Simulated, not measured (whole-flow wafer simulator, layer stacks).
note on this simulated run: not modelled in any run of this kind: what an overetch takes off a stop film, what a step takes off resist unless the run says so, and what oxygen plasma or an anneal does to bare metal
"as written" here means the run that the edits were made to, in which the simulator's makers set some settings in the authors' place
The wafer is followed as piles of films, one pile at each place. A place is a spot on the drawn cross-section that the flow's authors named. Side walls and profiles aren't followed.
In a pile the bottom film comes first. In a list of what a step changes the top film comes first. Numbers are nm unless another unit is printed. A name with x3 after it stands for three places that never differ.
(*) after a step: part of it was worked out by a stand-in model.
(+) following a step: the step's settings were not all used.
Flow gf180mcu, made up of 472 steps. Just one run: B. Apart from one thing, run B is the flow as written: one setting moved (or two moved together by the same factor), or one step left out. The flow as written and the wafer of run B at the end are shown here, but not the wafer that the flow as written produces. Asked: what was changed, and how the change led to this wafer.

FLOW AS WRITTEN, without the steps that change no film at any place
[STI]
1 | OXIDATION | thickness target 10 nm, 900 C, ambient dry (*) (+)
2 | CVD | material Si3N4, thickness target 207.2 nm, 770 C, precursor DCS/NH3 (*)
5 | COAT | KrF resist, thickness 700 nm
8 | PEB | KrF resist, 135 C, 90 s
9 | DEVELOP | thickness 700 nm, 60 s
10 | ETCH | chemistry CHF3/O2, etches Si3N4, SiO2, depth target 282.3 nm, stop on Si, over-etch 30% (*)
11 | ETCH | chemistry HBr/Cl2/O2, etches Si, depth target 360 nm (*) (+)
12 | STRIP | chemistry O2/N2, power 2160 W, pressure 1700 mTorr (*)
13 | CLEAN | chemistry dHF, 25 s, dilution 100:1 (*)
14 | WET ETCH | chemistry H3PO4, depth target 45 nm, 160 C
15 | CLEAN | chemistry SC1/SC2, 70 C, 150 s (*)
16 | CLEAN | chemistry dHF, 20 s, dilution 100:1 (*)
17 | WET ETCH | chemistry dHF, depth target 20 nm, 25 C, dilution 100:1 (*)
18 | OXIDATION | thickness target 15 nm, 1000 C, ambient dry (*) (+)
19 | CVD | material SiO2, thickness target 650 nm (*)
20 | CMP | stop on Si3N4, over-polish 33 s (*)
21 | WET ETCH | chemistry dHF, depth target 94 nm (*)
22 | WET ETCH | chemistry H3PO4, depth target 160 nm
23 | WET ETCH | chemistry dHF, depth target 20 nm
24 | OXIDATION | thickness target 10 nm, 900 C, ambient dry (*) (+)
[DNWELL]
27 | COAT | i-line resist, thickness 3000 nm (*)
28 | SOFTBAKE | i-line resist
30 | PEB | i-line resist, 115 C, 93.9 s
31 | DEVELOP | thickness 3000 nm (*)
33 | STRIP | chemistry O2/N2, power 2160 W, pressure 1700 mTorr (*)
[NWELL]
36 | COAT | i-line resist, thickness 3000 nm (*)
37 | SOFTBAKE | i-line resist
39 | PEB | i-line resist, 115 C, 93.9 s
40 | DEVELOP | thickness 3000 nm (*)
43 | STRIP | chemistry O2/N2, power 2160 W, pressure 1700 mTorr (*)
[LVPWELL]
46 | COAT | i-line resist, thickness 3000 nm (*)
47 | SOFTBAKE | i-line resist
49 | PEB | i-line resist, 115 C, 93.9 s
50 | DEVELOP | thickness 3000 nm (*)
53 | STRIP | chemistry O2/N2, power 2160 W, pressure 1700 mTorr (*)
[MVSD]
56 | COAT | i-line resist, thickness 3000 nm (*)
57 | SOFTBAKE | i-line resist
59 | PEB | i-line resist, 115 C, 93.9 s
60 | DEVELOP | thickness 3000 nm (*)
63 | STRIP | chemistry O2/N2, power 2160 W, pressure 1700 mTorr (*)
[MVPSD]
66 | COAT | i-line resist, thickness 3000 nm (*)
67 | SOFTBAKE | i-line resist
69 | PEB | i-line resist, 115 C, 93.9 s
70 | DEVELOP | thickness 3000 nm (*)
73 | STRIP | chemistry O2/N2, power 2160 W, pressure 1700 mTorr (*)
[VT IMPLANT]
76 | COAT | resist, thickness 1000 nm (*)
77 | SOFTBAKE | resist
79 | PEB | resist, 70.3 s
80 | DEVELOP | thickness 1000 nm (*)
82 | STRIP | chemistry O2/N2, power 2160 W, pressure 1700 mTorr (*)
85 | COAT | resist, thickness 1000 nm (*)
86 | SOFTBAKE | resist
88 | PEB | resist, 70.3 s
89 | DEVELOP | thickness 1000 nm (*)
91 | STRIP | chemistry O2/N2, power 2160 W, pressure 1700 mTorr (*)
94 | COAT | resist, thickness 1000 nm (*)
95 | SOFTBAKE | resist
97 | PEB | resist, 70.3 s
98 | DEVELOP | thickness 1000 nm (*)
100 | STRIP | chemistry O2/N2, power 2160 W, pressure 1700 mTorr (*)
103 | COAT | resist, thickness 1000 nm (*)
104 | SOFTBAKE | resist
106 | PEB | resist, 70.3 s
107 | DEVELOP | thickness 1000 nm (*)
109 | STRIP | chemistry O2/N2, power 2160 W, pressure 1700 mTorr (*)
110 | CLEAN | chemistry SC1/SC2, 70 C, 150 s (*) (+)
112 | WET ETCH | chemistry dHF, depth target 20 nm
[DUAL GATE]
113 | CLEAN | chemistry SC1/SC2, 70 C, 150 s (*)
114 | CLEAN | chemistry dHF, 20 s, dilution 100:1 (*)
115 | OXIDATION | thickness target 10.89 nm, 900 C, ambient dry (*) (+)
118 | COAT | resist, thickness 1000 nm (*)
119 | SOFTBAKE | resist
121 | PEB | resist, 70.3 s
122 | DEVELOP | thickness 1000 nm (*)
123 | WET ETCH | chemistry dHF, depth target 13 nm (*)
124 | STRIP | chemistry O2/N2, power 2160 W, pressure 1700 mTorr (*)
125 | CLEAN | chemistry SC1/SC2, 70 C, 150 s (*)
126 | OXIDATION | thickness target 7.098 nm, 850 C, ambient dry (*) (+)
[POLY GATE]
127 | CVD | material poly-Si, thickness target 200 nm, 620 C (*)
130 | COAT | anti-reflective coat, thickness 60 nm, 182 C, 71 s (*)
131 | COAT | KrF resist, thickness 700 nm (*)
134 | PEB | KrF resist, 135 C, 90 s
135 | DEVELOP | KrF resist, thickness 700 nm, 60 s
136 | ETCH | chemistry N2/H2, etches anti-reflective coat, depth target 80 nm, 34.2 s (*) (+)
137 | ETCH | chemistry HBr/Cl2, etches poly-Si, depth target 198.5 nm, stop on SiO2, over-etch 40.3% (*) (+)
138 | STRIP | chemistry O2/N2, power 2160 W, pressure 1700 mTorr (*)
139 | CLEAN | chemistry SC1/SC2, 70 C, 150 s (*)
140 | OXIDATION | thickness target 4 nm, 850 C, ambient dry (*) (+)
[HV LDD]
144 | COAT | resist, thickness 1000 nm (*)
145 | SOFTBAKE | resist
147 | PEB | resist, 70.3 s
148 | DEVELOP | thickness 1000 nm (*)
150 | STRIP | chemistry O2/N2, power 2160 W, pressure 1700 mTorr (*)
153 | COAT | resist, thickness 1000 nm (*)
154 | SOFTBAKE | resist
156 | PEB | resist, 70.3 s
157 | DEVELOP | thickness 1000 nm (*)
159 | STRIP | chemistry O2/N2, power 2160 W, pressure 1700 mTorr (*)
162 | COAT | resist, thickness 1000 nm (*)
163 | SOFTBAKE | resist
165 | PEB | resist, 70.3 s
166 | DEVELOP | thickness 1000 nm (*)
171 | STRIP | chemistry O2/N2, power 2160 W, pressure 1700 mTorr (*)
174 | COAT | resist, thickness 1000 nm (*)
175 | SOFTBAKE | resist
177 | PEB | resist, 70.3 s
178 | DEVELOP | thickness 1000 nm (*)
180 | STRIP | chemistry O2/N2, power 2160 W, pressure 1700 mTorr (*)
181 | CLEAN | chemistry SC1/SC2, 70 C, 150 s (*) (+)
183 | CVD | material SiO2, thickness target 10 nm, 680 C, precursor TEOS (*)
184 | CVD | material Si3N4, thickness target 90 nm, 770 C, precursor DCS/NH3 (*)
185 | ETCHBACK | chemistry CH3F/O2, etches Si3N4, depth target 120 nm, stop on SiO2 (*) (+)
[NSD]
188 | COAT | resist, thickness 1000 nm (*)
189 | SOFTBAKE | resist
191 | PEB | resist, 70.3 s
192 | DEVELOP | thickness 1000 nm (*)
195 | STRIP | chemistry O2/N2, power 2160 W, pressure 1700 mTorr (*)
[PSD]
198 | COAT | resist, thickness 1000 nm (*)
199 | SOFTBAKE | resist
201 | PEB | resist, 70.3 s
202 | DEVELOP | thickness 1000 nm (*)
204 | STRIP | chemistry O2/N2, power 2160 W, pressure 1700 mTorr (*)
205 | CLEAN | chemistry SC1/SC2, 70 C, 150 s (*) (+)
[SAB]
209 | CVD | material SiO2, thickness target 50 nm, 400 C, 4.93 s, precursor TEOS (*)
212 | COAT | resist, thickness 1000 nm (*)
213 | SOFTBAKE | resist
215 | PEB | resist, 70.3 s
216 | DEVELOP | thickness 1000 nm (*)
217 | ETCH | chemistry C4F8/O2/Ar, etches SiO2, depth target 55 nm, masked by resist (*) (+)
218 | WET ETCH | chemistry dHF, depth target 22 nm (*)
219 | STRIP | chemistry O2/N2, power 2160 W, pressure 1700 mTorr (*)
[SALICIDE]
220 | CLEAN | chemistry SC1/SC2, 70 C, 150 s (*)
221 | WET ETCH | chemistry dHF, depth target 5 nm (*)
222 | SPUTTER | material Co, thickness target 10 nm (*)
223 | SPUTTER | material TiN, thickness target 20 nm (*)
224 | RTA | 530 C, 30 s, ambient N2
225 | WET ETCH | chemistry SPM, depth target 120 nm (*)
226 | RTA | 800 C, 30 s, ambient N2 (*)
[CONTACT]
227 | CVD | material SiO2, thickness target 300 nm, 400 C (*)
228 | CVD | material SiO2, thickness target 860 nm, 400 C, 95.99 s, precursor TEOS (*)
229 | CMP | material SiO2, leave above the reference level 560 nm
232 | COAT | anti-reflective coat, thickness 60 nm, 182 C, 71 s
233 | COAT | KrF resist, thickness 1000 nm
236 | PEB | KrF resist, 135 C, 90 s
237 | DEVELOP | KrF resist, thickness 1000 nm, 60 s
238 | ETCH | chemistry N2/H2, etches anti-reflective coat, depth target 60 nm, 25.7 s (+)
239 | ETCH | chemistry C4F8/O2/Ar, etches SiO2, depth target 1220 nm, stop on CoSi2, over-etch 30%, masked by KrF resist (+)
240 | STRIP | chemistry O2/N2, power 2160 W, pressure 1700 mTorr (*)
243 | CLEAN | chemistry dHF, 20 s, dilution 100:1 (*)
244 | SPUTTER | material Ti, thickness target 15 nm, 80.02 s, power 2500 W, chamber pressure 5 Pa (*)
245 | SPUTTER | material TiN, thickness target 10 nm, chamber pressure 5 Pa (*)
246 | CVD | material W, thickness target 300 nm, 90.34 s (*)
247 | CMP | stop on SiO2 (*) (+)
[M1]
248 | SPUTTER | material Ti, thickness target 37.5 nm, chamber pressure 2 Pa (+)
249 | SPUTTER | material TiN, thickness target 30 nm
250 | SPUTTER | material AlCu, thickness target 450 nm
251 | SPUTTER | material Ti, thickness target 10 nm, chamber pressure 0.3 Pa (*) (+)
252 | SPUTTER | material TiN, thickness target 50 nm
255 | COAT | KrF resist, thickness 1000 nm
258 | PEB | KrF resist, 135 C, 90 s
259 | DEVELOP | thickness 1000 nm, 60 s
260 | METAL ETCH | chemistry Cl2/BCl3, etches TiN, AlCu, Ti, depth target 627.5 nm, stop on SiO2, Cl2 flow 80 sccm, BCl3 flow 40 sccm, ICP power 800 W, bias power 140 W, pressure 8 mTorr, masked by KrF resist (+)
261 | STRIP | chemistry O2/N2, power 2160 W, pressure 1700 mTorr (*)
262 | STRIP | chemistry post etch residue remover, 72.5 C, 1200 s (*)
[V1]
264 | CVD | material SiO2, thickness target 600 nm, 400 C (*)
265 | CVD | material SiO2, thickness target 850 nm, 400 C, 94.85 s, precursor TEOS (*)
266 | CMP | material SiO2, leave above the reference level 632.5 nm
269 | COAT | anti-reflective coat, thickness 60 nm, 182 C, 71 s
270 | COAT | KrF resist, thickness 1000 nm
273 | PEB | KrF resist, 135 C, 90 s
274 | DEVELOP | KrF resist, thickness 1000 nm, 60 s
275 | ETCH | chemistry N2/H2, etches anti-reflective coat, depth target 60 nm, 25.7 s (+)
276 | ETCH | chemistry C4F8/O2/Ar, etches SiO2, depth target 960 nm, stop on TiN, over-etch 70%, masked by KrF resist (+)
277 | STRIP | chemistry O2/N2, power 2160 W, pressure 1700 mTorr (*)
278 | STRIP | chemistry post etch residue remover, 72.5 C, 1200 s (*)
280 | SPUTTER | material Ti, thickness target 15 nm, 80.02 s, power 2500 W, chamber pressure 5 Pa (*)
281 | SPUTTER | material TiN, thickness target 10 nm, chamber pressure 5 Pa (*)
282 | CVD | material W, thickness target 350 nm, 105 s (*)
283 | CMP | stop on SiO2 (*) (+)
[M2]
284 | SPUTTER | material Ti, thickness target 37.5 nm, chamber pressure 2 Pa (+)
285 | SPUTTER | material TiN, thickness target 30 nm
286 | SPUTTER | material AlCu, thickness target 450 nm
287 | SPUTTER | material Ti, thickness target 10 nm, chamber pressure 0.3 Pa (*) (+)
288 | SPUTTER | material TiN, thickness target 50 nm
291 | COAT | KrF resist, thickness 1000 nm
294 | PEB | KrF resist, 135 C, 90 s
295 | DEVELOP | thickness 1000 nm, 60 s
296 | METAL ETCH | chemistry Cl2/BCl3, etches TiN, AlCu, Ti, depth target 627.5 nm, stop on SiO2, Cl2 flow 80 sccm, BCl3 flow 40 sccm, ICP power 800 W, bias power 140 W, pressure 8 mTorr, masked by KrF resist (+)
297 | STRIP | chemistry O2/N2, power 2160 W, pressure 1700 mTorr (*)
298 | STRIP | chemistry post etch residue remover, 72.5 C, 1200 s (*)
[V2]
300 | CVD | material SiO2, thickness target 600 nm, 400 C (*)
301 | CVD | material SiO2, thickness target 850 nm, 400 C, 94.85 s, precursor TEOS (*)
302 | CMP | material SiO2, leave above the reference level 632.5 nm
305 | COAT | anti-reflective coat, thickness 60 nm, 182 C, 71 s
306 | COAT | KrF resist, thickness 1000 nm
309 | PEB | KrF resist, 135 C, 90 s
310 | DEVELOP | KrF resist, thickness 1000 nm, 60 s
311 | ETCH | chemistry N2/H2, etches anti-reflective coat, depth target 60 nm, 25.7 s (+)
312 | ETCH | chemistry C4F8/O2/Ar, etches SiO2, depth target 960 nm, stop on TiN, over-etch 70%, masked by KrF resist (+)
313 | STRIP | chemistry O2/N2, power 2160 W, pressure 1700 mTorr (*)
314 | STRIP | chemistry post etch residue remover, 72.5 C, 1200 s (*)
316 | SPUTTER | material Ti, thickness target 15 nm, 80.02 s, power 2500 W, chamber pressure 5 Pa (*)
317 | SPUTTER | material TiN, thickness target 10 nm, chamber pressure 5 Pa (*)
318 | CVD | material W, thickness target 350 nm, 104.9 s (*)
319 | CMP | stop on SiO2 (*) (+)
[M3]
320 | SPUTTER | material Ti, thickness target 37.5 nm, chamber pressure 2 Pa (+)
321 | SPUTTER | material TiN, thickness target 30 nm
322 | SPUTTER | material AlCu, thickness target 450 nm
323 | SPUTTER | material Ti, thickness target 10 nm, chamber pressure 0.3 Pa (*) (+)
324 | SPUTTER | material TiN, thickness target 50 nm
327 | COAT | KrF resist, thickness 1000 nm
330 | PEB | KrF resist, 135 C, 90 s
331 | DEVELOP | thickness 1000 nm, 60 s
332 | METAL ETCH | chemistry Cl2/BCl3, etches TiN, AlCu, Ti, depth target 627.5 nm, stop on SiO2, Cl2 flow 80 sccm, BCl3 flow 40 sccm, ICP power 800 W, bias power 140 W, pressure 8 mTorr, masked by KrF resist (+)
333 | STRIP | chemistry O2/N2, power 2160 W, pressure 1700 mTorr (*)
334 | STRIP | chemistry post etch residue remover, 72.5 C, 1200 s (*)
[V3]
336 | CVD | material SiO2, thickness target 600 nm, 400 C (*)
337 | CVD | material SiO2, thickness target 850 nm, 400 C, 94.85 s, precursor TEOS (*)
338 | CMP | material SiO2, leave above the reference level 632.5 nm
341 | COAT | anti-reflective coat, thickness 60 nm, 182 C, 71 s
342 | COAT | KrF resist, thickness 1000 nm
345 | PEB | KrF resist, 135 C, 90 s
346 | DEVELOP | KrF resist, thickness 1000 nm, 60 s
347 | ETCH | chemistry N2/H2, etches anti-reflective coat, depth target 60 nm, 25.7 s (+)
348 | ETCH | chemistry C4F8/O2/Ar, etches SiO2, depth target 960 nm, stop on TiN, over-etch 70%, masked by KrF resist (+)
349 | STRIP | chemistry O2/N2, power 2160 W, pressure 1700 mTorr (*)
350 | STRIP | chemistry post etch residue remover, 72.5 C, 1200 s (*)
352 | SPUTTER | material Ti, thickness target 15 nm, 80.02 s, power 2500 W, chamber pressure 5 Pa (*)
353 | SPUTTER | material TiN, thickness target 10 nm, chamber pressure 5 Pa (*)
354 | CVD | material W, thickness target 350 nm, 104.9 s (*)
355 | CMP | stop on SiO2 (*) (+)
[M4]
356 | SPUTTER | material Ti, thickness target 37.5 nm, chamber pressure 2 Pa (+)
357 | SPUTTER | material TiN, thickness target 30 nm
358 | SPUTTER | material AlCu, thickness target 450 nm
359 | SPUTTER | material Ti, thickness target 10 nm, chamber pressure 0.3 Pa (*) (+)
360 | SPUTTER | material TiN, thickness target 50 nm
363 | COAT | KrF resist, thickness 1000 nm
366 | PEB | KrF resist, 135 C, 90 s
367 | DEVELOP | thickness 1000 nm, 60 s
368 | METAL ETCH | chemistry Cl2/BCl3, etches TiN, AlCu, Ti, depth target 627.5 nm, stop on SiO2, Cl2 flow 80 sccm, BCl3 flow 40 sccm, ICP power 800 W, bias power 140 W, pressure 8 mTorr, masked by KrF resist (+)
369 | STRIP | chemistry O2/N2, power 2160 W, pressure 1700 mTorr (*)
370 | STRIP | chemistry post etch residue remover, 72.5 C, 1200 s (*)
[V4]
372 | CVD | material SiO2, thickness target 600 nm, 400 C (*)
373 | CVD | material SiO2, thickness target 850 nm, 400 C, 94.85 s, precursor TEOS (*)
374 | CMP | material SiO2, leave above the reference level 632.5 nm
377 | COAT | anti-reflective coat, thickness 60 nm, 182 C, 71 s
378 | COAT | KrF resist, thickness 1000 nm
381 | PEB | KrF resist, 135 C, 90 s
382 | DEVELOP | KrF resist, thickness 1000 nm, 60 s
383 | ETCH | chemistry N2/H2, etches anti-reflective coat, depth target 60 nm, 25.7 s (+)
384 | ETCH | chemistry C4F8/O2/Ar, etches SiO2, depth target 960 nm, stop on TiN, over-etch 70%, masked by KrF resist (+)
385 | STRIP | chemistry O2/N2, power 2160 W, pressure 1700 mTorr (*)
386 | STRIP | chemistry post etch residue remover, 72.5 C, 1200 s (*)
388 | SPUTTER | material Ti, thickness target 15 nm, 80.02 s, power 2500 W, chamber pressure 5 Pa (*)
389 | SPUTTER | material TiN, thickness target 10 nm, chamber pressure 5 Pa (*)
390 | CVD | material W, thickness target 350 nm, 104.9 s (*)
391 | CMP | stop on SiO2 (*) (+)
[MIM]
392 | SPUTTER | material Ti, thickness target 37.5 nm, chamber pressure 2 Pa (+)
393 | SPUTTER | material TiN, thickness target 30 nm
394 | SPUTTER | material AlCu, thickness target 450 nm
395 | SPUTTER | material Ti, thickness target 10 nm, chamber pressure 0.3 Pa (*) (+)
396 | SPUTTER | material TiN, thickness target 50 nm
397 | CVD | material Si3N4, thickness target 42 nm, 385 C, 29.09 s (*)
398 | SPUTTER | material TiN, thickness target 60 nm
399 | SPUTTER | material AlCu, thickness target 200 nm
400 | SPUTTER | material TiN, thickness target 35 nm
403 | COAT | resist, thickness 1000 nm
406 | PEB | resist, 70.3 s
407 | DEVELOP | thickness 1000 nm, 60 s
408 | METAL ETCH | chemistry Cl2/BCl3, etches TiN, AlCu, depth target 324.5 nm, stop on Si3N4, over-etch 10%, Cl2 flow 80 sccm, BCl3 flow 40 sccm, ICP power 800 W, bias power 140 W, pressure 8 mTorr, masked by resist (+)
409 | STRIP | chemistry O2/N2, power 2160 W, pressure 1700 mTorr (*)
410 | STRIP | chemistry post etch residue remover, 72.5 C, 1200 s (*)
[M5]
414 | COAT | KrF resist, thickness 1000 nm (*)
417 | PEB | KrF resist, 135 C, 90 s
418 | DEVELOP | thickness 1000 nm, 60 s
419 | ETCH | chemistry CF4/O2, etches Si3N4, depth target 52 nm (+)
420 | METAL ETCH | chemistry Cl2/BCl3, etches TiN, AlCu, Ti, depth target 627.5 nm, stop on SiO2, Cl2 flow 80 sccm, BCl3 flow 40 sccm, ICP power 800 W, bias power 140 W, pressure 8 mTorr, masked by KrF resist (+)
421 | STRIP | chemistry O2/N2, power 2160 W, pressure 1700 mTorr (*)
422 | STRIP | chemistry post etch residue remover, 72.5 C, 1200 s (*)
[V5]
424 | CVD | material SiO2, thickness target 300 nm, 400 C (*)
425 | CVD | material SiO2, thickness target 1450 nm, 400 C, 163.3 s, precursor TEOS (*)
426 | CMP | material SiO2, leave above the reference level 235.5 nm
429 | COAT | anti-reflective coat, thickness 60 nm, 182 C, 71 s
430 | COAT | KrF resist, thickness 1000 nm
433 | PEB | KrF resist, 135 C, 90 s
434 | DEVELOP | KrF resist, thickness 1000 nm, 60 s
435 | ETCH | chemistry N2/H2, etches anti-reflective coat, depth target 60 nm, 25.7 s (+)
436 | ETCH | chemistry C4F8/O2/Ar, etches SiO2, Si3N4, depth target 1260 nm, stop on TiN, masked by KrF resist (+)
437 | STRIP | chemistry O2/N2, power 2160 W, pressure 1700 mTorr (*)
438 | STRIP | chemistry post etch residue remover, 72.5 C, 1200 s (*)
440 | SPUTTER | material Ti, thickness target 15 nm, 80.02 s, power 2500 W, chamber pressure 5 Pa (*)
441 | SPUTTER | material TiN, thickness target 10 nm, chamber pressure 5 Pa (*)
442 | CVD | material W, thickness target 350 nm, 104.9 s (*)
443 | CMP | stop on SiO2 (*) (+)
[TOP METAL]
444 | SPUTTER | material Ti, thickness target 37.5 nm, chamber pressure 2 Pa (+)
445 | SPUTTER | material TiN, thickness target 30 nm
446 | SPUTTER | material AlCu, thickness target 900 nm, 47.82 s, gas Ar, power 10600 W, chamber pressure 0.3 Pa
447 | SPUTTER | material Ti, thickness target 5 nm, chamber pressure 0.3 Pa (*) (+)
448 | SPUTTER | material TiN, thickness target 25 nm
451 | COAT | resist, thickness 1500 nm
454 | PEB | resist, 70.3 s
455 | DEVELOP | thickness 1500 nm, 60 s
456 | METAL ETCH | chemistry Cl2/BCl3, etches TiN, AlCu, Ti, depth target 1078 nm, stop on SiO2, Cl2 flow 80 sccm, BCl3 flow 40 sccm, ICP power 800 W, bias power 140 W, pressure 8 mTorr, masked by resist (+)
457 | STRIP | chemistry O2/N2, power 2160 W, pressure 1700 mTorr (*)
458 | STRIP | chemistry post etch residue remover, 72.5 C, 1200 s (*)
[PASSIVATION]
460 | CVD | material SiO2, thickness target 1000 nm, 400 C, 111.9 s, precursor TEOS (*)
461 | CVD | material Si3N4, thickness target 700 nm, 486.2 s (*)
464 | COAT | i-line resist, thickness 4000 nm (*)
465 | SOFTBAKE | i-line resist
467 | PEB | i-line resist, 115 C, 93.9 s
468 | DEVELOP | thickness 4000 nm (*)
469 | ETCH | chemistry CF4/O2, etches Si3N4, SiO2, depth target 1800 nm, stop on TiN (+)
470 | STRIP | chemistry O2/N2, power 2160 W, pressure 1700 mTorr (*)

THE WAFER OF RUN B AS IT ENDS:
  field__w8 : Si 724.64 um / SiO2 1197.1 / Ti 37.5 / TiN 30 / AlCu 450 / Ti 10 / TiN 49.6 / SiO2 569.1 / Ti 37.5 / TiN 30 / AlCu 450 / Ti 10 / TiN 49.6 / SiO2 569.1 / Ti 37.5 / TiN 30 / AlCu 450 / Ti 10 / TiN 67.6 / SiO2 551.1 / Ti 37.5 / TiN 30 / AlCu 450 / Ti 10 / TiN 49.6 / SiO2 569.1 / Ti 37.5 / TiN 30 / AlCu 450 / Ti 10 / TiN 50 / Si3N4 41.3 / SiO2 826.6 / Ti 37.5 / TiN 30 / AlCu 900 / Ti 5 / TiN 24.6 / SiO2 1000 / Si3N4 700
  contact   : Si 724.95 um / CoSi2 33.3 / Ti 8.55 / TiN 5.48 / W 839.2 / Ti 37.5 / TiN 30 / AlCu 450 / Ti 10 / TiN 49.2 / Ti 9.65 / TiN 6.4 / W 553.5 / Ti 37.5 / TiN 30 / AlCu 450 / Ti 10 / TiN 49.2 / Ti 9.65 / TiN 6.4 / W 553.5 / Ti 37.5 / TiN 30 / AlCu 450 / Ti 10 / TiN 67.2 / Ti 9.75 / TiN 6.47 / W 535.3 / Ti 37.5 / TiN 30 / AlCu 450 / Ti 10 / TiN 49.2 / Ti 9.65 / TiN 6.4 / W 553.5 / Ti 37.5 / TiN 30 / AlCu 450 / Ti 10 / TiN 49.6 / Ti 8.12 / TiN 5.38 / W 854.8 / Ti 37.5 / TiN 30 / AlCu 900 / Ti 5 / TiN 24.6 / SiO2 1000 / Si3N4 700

The reason: step 324, SPUTTER: thickness target 68 nm was run, while the flow as written has thickness target 50 nm.

The path from the change to this, step by step:
  324 | SPUTTER | material TiN, thickness target 50 nm
      field, field__w1, field__w2 and 108 more: TiN gains 68 (new film) (in the flow as written it would be: TiN gains 50 (new film))
  332 | METAL ETCH | chemistry Cl2/BCl3, etches TiN, AlCu, Ti, depth target 627.5 nm, stop on SiO2, Cl2 flow 80 sccm, BCl3 flow 40 sccm, ICP power 800 W, bias power 140 W, pressure 8 mTorr, masked by KrF resist (+)
      field, field__w1, field__w2 and 103 more: TiN loses 68 (all of it), Ti loses 10 (all of it), AlCu loses 450 (all of it), TiN loses 30 (all of it), Ti loses 37.5 (all of it) (in the flow as written it would be: TiN loses 50 (all of it), Ti loses 10 (all of it), AlCu loses 450 (all of it), TiN loses 30 (all of it), Ti loses 37.5 (all of it))
  338 | CMP | material SiO2, leave above the reference level 632.5 nm
      field__w8, contact, m1, m1__w1, m1_nw: SiO2 loses 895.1 (in the flow as written it would be: SiO2 loses 877.1)
  348 | ETCH | chemistry C4F8/O2/Ar, etches SiO2, depth target 960 nm, stop on TiN, over-etch 70%, masked by KrF resist (+)
      contact: SiO2 loses 554.5 (all of it) (in the flow as written it would be: SiO2 loses 572.5 (all of it))
